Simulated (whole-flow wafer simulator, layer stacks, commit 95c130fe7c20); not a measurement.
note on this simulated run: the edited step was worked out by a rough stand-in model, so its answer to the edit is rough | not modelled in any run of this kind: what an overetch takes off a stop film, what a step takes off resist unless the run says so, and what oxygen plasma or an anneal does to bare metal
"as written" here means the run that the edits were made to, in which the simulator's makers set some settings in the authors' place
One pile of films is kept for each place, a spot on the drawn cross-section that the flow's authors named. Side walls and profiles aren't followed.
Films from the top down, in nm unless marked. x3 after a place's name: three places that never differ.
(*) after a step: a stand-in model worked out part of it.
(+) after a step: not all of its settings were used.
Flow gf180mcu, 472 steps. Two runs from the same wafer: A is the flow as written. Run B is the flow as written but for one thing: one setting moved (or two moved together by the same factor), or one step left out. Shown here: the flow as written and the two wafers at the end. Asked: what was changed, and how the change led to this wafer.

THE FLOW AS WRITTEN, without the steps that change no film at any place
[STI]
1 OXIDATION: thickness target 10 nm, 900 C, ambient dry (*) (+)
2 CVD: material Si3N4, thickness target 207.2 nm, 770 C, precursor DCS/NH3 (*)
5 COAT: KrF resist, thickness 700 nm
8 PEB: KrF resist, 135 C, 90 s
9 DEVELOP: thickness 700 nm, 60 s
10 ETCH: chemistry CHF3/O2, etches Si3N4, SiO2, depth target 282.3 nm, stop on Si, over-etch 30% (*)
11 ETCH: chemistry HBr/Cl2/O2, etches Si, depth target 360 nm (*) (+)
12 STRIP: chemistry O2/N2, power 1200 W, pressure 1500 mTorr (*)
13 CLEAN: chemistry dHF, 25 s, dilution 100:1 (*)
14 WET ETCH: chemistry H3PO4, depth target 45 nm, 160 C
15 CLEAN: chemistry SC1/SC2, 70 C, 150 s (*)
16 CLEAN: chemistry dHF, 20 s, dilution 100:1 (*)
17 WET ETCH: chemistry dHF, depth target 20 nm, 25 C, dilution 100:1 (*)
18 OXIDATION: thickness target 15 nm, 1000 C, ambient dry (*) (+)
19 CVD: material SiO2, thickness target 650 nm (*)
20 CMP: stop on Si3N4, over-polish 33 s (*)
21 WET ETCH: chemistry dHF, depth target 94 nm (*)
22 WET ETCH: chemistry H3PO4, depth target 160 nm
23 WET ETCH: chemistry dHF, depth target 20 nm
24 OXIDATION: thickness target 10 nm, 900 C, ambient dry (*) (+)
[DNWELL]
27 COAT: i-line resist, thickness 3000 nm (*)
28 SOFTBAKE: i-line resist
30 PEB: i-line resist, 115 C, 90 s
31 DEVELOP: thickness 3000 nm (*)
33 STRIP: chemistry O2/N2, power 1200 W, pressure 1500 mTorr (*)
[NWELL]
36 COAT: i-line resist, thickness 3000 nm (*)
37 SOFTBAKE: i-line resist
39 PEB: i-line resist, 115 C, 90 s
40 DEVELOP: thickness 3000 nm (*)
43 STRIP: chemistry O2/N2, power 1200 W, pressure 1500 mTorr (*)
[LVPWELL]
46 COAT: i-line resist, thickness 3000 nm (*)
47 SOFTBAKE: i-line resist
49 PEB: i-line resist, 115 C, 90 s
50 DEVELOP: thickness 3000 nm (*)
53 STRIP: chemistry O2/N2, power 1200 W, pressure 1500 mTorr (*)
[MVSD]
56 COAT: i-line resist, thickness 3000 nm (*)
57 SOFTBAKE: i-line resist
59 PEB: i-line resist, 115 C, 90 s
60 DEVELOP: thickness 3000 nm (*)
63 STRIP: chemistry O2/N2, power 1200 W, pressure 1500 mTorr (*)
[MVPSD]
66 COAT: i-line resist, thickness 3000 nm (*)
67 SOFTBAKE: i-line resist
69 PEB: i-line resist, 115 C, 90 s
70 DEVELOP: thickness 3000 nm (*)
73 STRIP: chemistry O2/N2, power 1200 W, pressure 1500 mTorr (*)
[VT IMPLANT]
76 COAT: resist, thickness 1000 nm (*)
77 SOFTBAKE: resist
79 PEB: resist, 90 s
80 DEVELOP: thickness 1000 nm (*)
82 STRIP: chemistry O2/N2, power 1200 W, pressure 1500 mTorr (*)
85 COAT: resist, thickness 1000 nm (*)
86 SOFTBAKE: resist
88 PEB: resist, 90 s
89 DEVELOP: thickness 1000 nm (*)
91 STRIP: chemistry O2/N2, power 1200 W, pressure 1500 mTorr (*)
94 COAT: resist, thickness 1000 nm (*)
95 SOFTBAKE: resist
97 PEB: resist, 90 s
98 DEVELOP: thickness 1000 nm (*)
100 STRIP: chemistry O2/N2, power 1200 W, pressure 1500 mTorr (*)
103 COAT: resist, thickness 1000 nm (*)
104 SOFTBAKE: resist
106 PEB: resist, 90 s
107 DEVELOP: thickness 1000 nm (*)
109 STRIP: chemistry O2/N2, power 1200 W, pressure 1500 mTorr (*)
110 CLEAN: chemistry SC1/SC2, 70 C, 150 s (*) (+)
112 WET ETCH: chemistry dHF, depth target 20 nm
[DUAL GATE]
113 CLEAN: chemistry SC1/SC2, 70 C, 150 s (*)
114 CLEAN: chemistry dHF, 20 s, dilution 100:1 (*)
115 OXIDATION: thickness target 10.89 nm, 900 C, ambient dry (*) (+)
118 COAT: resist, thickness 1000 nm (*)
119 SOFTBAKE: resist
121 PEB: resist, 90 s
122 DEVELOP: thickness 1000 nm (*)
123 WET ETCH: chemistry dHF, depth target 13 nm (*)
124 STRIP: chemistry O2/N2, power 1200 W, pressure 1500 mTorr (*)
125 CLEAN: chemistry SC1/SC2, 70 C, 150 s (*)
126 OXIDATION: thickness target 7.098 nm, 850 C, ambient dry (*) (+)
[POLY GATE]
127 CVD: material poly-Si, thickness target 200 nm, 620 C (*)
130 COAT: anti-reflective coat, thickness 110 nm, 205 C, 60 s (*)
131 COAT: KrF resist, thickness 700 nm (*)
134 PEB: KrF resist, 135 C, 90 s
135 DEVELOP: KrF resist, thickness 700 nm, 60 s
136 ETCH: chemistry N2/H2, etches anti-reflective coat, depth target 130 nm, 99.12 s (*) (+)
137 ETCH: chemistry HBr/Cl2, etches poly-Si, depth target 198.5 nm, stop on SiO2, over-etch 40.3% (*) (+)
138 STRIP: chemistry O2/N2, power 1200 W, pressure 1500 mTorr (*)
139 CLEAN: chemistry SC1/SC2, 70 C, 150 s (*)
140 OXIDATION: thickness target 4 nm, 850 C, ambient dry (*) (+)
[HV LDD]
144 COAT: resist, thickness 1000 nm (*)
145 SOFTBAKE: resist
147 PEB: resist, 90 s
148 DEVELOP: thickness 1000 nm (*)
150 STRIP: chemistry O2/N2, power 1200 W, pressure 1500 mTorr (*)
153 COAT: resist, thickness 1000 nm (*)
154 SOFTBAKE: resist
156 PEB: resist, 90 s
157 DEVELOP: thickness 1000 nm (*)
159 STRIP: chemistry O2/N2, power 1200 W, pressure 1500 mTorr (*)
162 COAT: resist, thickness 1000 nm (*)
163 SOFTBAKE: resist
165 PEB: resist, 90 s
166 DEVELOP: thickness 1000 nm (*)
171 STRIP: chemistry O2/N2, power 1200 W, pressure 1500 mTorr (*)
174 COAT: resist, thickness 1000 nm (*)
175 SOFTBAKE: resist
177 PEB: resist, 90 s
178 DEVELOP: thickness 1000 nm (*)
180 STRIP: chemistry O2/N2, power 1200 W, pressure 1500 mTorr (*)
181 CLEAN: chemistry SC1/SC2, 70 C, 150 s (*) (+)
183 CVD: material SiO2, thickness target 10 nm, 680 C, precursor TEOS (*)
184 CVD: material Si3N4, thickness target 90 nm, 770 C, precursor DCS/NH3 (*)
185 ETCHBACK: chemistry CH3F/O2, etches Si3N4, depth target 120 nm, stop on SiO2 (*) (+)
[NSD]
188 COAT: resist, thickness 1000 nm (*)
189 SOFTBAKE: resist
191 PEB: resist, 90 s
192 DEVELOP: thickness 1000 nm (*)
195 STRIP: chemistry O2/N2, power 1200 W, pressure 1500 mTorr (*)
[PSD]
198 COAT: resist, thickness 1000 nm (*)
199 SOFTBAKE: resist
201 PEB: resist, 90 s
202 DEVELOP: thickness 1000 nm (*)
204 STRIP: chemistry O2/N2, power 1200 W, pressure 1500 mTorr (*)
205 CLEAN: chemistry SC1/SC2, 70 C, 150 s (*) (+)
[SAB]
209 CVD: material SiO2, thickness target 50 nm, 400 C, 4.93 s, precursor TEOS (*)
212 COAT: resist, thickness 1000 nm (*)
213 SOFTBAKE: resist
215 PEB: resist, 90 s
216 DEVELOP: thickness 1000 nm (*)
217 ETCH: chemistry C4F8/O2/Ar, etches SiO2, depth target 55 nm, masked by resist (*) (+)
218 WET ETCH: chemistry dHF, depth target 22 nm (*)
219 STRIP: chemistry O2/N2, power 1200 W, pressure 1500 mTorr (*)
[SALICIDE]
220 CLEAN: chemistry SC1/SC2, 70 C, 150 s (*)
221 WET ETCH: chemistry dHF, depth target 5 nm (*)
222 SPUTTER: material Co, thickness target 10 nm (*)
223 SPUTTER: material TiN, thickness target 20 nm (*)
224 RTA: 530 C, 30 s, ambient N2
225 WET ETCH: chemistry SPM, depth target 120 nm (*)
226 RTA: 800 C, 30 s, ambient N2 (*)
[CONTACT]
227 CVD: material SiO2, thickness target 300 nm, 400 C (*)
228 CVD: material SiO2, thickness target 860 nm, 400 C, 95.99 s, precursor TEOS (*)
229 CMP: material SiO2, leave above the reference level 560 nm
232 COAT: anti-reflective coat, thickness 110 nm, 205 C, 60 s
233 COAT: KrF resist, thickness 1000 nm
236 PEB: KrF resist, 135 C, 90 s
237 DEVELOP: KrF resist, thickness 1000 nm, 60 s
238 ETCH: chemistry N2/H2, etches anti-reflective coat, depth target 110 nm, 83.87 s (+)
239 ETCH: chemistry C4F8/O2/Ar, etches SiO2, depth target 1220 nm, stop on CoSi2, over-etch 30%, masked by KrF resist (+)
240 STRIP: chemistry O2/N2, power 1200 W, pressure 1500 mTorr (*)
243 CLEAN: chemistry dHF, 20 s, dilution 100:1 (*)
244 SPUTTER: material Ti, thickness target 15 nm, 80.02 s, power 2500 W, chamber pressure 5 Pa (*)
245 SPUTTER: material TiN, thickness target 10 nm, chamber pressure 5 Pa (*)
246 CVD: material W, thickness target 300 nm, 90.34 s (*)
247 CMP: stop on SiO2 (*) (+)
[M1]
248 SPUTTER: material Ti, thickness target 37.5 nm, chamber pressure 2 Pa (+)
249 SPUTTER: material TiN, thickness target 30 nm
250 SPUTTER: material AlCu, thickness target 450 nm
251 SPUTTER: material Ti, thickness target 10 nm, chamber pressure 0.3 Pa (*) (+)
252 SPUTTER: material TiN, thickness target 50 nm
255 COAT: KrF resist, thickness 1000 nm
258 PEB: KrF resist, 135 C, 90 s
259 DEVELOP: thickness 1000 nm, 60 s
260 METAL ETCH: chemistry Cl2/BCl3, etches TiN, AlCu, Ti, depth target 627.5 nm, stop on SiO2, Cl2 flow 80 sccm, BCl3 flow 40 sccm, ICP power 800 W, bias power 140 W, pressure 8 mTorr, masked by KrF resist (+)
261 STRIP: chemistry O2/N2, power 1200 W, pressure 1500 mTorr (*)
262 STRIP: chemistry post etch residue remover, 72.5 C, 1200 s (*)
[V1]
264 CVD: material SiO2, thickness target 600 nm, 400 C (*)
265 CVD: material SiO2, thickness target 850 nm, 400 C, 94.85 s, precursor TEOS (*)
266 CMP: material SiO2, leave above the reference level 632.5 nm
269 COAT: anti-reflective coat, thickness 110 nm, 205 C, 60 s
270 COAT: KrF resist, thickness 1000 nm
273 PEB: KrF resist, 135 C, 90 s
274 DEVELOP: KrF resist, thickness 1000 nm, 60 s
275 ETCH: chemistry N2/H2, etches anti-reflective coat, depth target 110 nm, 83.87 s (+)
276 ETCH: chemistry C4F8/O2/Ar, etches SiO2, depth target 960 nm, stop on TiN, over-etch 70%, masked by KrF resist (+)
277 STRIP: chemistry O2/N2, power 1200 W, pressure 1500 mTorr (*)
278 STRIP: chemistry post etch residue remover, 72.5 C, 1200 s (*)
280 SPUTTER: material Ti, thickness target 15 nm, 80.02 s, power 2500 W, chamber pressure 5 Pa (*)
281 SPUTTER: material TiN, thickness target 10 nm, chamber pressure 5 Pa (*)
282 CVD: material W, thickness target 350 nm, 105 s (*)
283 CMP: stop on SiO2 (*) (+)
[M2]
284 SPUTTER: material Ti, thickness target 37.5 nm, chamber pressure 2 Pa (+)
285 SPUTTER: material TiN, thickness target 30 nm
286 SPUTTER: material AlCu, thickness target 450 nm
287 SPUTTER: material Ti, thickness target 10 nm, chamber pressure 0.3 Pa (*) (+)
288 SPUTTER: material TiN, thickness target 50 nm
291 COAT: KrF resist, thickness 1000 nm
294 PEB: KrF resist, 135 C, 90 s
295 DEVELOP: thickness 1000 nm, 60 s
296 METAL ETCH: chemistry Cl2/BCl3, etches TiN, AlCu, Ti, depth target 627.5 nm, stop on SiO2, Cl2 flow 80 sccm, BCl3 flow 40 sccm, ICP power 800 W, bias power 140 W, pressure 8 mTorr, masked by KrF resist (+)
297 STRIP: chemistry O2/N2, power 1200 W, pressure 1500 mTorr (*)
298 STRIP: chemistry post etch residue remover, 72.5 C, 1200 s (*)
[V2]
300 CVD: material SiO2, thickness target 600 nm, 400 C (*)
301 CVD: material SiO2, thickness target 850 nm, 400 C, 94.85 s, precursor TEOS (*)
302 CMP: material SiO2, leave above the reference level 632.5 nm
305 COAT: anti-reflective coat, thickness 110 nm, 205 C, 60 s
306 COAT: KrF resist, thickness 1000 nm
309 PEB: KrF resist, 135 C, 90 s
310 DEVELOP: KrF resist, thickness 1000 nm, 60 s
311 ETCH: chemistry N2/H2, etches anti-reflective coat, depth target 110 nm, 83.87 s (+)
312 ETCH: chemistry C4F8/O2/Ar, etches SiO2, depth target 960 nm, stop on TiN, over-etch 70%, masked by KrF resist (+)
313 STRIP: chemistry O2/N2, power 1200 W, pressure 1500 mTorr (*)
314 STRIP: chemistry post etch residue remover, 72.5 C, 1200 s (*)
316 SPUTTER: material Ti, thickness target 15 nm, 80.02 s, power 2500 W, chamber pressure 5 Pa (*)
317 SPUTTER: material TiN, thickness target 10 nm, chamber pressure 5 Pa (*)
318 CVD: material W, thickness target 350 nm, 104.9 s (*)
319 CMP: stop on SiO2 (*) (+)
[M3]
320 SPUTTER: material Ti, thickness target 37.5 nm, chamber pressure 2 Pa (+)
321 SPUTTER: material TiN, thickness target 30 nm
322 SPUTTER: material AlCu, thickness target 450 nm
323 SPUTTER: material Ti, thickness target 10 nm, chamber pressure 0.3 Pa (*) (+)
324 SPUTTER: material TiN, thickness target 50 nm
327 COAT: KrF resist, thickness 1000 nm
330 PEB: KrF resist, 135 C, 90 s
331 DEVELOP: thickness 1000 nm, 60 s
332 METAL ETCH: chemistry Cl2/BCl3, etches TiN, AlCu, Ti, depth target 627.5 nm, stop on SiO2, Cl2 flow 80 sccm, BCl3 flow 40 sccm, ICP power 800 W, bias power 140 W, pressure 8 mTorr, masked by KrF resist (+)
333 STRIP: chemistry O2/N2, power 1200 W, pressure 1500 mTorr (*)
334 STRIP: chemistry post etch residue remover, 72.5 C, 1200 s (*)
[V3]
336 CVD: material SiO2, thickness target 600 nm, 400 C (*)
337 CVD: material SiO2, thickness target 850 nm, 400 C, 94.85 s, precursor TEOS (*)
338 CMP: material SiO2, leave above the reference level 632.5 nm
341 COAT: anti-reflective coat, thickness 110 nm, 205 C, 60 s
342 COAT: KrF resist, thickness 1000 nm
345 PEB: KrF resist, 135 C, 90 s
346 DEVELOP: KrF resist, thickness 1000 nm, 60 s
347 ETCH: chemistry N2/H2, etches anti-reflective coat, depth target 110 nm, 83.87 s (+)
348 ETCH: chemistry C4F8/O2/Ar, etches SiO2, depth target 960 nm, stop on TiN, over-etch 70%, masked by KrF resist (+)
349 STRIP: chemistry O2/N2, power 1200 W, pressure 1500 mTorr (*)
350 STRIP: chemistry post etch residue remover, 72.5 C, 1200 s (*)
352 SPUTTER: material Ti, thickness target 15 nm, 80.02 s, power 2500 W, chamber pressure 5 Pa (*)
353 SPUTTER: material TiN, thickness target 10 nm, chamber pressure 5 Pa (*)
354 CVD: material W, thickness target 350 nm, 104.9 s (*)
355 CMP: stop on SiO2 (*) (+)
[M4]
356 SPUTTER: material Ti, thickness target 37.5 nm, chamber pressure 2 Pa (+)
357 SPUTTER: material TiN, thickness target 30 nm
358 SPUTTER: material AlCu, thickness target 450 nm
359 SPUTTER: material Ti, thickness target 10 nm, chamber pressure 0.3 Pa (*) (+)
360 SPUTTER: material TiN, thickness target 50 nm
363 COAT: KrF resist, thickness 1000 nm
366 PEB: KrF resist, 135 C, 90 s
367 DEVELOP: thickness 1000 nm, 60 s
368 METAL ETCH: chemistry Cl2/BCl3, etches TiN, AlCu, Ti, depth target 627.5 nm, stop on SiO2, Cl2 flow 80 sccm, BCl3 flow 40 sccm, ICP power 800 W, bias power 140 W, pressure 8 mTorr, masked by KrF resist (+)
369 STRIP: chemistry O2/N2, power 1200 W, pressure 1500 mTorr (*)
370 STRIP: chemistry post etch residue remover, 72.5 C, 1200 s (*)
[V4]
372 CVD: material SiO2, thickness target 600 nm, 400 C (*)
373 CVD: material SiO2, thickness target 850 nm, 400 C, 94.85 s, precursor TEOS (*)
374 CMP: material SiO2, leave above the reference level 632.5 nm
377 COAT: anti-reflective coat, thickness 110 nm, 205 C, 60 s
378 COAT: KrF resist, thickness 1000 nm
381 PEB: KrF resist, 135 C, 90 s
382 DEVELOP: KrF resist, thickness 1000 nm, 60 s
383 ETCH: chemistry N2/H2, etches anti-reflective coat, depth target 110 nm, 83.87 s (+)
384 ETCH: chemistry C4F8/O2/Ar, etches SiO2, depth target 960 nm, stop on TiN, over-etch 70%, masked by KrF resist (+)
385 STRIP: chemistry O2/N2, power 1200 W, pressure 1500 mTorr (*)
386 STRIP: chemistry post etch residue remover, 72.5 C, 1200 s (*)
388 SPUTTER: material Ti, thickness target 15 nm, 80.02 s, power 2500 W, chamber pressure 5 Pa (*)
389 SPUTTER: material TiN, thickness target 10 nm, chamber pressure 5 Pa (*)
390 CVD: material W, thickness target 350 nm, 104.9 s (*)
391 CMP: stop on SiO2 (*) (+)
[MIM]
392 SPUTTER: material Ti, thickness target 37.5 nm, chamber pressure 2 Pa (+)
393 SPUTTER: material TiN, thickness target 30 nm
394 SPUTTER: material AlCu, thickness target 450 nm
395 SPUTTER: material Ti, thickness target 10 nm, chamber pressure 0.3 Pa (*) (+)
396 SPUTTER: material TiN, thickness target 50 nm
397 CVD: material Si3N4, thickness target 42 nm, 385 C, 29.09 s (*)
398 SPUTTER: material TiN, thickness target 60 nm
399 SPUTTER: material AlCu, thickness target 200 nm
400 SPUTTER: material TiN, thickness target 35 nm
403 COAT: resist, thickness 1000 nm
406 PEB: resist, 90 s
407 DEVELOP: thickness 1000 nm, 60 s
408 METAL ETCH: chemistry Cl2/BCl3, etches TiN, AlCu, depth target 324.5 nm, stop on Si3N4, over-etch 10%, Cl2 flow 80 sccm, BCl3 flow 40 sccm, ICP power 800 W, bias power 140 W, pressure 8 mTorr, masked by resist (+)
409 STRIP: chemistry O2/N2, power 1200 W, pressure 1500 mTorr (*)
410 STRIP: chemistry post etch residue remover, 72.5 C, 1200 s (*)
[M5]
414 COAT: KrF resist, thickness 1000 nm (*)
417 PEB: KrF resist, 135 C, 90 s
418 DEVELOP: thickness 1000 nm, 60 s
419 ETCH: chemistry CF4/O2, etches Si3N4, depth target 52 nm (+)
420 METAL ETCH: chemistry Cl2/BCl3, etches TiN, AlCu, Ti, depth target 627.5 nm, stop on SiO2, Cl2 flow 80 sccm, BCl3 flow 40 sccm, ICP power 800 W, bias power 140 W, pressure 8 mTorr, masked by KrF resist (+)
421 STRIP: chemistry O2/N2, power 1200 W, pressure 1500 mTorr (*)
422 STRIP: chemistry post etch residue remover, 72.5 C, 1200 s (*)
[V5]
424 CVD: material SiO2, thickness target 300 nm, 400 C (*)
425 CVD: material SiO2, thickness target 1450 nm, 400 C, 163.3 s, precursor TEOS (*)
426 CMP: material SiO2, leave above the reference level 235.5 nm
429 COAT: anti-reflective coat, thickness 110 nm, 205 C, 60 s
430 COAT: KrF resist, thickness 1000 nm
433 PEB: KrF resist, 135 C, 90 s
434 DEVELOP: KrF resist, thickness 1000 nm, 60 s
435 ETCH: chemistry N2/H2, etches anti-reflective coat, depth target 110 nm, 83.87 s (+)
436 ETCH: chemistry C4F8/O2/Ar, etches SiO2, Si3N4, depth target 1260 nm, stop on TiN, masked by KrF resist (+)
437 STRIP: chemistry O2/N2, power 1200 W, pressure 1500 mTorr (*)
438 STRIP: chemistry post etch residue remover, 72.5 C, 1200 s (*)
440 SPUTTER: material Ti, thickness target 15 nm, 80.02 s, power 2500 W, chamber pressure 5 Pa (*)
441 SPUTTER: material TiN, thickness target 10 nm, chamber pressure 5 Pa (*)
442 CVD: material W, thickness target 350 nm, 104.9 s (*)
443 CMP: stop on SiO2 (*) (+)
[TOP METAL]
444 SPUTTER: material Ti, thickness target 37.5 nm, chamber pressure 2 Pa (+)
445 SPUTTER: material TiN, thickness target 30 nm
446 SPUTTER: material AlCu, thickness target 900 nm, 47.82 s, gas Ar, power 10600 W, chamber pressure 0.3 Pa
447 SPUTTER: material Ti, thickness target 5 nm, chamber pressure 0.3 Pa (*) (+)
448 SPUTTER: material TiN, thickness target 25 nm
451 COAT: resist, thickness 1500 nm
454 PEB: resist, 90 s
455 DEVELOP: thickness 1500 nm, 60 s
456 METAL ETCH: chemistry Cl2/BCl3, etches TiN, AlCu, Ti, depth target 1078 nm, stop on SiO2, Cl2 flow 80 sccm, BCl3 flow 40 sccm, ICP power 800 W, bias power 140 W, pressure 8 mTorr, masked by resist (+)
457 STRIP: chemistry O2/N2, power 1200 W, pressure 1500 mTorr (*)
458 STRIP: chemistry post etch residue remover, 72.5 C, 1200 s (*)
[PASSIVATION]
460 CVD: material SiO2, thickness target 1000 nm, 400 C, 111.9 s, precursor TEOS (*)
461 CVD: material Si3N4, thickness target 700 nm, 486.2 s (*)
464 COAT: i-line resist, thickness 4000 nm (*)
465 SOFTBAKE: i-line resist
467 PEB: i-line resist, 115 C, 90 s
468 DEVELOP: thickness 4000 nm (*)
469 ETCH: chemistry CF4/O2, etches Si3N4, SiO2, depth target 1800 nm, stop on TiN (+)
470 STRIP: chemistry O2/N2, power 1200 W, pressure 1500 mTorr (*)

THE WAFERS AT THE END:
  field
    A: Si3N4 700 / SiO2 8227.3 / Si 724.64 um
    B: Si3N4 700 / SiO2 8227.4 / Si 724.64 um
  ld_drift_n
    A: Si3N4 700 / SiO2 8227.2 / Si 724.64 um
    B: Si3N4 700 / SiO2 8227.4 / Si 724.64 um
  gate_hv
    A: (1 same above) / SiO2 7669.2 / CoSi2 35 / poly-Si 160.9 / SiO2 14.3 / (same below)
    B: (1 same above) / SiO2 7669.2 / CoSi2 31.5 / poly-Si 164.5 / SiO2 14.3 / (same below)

The cause: step 222, SPUTTER: thickness target 9 nm was run, where the flow has thickness target 10 nm.

How the change led to this, step by step:
  222 SPUTTER: material Co, thickness target 10 nm (*)
      field, field__w7, field__w8 and 71 more: A Co +10 (new film) | B Co +9 (new film)
      field__w2, mim: A Co +8.65 (new film) | B Co +7.79 (new film)
      (and at 35 more places)
  224 RTA: 530 C, 30 s, ambient N2
      gate, gate_hv, gate_p and 22 more: A under 1 film: CoSi +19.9 (new film), Co -10 (all of it), poly-Si -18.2 | B under 1 film: CoSi +17.9 (new film), Co -9 (all of it), poly-Si -16.4
      active, p_well, sd_n and 11 more: A under 1 film: CoSi +19.9 (new film), Co -10 (all of it), Si -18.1 | B under 1 film: CoSi +17.9 (new film), Co -9 (all of it), Si -16.3
      (and at 10 more places)
  225 WET ETCH: chemistry SPM, depth target 120 nm (*)
      field, field__w7, field__w8 and 32 more: A TiN -20 (all of it), Co -10 (all of it) | B TiN -20 (all of it), Co -9 (all of it)
      field__w9, nw_enc_fld_lv__w3: A TiN -19.1 (all of it), Co -9.6 (all of it) | B TiN -19.1 (all of it), Co -8.64 (all of it)
      (and at 25 more places)
  226 RTA: 800 C, 30 s, ambient N2 (*)
      gate, gate_hv, gate_p and 22 more: A CoSi2 +35 (new film), CoSi -19.9 (all of it), poly-Si -18.2 | B CoSi2 +31.5 (new film), CoSi -17.9 (all of it), poly-Si -16.4
      active, p_well, sd_n and 11 more: A CoSi2 +35 (new film), CoSi -19.9 (all of it), Si -18.1 | B CoSi2 +31.5 (new film), CoSi -17.9 (all of it), Si -16.3
      (and at 10 more places)
